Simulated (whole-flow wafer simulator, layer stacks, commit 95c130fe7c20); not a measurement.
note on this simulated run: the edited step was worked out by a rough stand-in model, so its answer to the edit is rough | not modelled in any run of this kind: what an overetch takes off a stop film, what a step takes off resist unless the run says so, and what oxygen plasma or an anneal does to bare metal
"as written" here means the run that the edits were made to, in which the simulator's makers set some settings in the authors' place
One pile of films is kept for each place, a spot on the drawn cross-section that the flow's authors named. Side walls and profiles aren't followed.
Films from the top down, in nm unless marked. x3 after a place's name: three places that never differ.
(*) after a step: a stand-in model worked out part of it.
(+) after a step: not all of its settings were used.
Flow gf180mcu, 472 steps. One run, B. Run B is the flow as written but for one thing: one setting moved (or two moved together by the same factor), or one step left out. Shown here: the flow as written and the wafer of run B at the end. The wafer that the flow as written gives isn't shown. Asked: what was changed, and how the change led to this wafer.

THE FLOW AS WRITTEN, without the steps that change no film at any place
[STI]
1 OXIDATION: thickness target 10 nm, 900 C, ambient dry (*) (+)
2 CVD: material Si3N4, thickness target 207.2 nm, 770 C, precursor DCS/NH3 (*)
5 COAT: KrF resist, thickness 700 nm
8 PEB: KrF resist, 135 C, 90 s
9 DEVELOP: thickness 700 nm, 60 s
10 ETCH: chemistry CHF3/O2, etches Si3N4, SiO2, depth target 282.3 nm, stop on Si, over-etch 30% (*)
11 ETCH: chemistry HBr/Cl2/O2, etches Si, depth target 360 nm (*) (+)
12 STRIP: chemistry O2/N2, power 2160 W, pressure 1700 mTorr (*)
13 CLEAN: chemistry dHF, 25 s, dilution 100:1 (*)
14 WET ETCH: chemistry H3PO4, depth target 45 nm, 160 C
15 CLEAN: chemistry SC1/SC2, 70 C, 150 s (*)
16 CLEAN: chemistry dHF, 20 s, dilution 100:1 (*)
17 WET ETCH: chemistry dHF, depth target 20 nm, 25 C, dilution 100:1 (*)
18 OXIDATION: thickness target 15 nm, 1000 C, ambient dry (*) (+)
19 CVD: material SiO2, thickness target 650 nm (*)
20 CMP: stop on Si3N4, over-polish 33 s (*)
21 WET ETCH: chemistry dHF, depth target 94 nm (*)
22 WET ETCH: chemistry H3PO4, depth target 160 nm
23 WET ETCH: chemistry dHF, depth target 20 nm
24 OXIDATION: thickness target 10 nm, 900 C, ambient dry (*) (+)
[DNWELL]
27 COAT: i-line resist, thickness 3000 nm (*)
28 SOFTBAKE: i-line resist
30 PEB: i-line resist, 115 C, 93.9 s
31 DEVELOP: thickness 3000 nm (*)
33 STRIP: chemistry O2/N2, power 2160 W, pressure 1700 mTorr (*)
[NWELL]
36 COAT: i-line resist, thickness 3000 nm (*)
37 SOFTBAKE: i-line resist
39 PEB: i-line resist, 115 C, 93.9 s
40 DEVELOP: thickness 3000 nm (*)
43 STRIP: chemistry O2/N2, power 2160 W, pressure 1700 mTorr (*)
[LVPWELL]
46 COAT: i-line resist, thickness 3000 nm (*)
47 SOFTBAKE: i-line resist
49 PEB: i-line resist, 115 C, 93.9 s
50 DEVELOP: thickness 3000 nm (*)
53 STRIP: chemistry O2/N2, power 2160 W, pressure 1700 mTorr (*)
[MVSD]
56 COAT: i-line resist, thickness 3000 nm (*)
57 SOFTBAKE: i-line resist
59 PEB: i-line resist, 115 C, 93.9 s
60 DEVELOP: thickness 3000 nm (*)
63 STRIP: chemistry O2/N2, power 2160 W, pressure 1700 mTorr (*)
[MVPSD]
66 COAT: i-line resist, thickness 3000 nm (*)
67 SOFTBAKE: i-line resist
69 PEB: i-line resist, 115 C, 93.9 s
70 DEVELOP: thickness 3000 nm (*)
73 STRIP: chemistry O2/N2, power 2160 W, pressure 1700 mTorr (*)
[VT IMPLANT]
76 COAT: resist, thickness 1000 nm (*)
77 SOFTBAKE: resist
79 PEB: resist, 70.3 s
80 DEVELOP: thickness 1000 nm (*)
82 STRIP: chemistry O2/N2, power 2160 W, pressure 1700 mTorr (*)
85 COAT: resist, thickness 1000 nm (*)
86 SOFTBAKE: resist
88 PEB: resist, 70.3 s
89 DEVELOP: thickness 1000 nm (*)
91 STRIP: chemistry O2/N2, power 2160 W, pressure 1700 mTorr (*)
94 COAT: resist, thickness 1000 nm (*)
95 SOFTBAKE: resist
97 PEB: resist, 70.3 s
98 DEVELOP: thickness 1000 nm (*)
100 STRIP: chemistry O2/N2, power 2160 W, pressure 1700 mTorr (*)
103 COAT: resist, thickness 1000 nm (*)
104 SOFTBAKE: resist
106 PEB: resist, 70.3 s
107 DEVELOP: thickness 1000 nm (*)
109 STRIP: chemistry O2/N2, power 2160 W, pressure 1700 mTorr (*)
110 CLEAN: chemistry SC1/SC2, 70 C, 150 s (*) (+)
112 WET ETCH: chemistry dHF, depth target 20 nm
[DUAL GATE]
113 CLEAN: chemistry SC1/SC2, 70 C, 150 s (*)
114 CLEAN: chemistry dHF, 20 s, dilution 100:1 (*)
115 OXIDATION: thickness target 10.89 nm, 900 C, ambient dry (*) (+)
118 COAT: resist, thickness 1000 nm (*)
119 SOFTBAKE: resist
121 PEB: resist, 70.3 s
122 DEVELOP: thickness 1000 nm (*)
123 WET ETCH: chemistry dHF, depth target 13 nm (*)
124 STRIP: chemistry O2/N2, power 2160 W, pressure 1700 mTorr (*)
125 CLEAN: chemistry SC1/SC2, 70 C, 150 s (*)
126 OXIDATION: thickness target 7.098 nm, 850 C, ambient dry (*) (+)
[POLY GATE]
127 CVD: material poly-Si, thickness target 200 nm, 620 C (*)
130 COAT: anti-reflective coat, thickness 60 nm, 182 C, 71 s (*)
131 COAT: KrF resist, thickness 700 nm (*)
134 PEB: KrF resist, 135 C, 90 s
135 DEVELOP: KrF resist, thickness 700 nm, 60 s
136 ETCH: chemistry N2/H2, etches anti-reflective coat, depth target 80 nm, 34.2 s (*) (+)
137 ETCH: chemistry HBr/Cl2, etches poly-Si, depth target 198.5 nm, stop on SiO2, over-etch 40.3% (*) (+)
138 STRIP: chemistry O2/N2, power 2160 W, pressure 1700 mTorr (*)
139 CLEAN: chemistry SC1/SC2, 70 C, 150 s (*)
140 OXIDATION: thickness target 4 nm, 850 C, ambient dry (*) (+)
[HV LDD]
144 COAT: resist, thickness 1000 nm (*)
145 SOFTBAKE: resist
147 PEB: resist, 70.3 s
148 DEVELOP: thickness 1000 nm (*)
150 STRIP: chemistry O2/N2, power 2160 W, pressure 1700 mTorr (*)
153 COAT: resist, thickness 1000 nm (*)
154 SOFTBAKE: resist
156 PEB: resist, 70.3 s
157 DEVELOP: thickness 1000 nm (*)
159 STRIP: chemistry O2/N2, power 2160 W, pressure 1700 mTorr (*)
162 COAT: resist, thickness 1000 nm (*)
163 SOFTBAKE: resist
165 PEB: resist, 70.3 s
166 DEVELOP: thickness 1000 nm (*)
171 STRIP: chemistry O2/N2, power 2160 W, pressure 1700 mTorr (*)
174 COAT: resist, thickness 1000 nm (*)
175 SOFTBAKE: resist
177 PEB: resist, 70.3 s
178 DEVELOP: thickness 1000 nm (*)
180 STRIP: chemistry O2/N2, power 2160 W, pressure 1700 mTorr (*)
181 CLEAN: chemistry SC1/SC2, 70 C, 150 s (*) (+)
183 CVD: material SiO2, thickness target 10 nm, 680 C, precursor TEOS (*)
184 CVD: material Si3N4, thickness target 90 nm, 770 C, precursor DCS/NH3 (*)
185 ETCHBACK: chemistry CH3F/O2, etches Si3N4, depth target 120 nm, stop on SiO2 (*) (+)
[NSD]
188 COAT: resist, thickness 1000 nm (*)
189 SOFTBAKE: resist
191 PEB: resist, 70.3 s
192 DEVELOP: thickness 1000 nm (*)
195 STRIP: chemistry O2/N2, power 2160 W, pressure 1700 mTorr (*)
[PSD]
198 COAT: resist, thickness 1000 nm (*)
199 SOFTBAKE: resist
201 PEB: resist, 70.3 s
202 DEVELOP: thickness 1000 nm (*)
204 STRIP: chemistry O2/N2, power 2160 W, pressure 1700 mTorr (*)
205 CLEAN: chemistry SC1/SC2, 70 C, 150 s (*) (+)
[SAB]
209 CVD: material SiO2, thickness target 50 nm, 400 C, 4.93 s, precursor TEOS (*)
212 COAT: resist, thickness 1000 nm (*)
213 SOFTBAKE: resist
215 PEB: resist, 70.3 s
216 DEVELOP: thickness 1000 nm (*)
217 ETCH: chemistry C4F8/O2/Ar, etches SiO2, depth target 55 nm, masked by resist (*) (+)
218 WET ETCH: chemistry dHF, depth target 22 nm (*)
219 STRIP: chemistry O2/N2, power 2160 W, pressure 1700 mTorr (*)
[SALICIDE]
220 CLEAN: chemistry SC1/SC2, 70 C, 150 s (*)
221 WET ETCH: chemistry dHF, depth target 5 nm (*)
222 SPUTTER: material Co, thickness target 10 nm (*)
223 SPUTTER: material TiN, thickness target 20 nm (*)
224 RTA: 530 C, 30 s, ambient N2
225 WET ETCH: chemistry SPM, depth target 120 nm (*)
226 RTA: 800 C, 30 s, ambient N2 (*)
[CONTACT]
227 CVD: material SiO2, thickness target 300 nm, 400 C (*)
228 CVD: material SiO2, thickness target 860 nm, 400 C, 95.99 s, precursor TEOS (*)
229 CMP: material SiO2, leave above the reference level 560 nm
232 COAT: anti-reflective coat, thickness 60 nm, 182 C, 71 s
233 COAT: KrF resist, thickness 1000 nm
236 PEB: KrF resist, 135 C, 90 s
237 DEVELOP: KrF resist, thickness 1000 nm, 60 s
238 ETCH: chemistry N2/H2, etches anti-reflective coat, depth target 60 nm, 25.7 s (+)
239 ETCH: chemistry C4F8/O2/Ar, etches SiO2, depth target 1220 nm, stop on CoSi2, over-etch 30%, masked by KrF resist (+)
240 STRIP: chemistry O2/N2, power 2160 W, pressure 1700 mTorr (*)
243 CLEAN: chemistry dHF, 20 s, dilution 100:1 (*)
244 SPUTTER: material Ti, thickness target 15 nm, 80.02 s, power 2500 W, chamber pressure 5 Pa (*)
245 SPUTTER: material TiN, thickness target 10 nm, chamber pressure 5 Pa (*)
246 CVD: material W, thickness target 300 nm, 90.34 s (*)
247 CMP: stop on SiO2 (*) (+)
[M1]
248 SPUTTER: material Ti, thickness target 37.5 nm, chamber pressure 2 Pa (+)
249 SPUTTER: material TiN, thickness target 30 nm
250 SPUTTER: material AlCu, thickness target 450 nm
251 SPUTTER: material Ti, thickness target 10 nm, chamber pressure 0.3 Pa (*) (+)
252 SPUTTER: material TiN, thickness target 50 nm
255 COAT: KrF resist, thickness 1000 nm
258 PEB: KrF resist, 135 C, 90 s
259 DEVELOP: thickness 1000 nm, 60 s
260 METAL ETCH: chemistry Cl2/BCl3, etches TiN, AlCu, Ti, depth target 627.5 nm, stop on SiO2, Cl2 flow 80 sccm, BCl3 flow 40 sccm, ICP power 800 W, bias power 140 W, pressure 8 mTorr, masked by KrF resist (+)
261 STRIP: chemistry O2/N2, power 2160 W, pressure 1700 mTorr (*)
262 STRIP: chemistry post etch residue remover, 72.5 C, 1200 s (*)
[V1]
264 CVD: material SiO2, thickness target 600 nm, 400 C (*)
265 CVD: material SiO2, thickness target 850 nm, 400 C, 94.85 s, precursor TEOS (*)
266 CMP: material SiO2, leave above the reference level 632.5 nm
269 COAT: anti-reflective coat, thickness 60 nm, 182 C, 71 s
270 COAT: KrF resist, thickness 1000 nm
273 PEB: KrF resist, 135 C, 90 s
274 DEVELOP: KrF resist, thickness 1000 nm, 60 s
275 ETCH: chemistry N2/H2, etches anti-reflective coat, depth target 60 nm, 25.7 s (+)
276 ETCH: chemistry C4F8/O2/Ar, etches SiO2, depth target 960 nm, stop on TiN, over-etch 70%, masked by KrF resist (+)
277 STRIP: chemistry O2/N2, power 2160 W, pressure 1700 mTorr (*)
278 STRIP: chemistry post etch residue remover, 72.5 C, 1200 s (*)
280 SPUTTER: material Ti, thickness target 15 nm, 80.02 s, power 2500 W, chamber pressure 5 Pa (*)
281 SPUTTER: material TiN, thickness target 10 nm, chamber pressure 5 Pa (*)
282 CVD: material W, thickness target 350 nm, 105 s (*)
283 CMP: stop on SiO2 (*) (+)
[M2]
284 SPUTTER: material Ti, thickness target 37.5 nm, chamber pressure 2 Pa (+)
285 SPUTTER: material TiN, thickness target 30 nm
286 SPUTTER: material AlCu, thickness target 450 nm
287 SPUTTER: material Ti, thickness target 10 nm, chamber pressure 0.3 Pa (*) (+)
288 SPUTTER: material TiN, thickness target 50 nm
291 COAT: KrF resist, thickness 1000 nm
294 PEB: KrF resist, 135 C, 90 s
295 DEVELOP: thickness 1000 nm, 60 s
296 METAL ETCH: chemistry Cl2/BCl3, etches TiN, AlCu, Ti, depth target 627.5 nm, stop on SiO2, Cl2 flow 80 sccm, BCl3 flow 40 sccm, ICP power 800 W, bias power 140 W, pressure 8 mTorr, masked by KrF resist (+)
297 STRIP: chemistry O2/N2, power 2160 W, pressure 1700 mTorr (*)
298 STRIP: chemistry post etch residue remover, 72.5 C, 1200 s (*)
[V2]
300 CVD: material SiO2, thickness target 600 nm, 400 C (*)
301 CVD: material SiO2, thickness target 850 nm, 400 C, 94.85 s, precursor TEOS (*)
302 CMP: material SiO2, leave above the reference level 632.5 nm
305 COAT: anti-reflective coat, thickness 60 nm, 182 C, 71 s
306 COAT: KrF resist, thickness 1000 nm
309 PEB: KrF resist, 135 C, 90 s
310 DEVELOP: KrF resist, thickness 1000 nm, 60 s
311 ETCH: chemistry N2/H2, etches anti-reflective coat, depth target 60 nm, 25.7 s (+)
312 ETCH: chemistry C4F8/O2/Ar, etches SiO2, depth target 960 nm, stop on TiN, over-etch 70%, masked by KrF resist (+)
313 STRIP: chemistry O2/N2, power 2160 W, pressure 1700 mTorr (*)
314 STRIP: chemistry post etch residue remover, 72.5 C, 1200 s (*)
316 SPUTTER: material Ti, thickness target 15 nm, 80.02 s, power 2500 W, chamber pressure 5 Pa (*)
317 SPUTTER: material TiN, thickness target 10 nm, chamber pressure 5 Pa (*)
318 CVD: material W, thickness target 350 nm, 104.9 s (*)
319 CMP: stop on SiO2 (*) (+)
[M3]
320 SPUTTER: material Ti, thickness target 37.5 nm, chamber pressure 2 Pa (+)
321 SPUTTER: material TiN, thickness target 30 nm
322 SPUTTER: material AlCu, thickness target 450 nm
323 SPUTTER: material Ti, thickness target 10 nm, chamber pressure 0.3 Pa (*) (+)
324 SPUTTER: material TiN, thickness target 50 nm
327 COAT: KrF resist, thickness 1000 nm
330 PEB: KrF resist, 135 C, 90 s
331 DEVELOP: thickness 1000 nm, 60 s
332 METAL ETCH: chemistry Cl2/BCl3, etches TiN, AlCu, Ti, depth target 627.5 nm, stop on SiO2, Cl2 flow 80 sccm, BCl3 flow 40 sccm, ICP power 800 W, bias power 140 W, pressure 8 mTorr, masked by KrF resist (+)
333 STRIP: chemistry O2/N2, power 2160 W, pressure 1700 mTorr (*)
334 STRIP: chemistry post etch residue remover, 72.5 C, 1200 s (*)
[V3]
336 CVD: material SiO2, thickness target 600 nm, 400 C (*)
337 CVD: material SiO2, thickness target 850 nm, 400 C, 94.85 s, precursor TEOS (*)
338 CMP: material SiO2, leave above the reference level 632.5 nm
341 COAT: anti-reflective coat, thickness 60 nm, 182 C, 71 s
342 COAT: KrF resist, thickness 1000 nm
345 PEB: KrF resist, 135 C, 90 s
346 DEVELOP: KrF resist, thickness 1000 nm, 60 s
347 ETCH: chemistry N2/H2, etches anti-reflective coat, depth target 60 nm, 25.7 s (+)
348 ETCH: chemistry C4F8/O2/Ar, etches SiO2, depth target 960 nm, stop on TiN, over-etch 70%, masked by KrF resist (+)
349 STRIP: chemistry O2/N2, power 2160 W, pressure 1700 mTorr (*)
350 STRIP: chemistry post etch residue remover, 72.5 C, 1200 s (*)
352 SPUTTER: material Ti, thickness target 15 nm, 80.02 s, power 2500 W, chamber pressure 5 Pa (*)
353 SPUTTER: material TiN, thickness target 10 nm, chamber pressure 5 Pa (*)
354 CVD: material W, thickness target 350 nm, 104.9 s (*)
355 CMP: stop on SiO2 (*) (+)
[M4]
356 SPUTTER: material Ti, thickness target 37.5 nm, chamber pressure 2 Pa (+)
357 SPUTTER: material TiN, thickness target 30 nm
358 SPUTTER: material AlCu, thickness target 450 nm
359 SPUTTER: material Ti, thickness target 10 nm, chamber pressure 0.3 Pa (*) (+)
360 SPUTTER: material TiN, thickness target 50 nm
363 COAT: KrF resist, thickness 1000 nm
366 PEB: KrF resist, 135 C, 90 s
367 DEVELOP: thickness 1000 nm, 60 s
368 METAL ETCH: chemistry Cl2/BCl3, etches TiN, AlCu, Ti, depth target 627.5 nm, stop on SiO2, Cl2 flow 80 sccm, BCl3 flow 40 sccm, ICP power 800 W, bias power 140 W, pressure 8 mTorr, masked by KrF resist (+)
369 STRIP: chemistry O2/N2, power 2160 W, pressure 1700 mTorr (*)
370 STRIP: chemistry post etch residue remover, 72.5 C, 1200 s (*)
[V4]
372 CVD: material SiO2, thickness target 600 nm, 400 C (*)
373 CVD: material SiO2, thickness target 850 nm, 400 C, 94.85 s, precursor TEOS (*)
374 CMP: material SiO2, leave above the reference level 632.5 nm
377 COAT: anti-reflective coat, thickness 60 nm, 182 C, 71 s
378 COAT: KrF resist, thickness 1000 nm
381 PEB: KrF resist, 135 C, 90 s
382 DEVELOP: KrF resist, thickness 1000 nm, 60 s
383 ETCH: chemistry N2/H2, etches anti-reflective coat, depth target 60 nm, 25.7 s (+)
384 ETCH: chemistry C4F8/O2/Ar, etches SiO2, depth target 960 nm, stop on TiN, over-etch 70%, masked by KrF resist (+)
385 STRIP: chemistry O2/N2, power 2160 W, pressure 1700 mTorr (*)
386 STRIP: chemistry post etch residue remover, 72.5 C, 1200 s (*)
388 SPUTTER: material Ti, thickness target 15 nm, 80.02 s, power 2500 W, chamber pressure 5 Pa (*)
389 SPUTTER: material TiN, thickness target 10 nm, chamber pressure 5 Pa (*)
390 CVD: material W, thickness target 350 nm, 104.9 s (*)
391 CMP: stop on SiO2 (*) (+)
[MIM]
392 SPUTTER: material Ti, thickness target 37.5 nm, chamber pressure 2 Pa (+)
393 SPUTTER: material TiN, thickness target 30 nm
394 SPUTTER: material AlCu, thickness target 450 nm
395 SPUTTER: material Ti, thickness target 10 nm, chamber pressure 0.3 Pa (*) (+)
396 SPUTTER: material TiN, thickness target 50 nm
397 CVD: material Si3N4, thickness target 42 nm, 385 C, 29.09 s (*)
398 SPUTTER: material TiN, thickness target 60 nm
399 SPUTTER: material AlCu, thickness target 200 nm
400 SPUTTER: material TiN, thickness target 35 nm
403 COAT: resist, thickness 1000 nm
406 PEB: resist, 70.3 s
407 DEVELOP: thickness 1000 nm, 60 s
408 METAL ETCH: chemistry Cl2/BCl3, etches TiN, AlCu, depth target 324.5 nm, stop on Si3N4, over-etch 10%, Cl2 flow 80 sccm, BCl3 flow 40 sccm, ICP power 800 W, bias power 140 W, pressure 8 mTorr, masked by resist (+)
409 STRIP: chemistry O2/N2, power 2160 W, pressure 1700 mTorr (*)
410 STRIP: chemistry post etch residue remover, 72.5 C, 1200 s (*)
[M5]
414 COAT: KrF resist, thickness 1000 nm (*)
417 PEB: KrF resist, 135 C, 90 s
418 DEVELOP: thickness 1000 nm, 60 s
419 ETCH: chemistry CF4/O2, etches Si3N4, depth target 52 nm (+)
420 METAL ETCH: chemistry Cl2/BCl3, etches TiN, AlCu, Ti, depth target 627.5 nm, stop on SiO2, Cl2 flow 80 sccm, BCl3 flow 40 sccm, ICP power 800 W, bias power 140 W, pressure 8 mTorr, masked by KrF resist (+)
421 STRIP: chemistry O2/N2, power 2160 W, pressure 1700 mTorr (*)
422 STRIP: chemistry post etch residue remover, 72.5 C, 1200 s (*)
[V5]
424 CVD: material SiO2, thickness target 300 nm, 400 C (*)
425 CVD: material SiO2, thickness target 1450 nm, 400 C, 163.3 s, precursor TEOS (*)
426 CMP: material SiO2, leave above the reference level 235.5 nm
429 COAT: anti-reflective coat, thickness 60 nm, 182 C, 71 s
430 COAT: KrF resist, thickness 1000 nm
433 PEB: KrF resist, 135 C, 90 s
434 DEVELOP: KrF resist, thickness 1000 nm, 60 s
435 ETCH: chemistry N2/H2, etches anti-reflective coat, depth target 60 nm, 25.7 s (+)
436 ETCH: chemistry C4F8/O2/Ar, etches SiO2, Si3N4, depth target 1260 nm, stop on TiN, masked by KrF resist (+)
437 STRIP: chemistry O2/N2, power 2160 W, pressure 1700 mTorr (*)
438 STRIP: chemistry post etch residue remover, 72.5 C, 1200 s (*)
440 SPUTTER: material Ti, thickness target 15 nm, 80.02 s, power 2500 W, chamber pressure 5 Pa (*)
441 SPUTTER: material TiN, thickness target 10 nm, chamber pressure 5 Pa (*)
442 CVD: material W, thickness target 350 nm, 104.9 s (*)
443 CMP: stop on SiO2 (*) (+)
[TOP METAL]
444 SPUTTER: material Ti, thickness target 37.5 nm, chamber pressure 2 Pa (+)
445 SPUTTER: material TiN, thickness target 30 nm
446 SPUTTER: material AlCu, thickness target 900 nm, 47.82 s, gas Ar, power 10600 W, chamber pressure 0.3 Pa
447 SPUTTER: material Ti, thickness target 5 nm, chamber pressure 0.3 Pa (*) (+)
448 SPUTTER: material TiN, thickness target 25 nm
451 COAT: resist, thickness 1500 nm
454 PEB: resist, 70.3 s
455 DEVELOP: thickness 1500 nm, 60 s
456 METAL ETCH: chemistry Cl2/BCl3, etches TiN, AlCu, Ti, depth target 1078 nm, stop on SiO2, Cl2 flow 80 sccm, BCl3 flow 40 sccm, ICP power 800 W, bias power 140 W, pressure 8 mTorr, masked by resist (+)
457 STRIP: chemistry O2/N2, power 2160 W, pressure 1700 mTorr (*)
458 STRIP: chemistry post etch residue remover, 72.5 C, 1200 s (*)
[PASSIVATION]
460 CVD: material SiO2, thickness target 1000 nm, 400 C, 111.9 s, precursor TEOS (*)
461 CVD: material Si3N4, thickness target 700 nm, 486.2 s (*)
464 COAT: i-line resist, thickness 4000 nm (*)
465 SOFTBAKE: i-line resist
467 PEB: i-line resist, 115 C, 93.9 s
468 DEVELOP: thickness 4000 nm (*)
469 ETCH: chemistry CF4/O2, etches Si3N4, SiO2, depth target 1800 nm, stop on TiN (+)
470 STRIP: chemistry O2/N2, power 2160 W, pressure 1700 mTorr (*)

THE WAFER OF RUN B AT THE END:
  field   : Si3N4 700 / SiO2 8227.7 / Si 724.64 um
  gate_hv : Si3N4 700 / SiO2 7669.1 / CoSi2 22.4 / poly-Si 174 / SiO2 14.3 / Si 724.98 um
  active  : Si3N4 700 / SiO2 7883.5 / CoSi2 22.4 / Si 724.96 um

The cause: step 222, SPUTTER: thickness target 6.4 nm was run, where the flow has thickness target 10 nm.

How the change led to this, step by step:
  222 SPUTTER: material Co, thickness target 10 nm (*)
      field, field__w7, field__w8 and 71 more: Co +6.4 (new film) (as written it would be: Co +10 (new film))
      field__w6, field_sub, field_sub__w2: Co +6.37 (new film) (as written it would be: Co +9.95 (new film))
      (and at 34 more places)
  224 RTA: 530 C, 30 s, ambient N2
      gate, gate_hv, gate_p and 22 more: under 1 film: CoSi +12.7 (new film), Co -6.4 (all of it), poly-Si -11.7 (as written it would be: under 1 film: CoSi +19.9 (new film), Co -10 (all of it), poly-Si -18.2)
      active, p_well, sd_n and 11 more: under 1 film: CoSi +12.7 (new film), Co -6.4 (all of it), Si -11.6 (as written it would be: under 1 film: CoSi +19.9 (new film), Co -10 (all of it), Si -18.1)
      (and at 10 more places)
  225 WET ETCH: chemistry SPM, depth target 120 nm (*)
      field, field__w7, field__w8 and 32 more: TiN -20 (all of it), Co -6.4 (all of it) (as written it would be: TiN -20 (all of it), Co -10 (all of it))
      field_sub, field_sub__w2: TiN -19.9 (all of it), Co -6.37 (all of it) (as written it would be: TiN -19.9 (all of it), Co -9.95 (all of it))
      (and at 25 more places)
  226 RTA: 800 C, 30 s, ambient N2 (*)
      gate, gate_hv, gate_p and 22 more: CoSi2 +22.4 (new film), CoSi -12.7 (all of it), poly-Si -11.7 (as written it would be: CoSi2 +35 (new film), CoSi -19.9 (all of it), poly-Si -18.2)
      active, p_well, sd_n and 11 more: CoSi2 +22.4 (new film), CoSi -12.7 (all of it), Si -11.6 (as written it would be: CoSi2 +35 (new film), CoSi -19.9 (all of it), Si -18.1)
      (and at 10 more places)
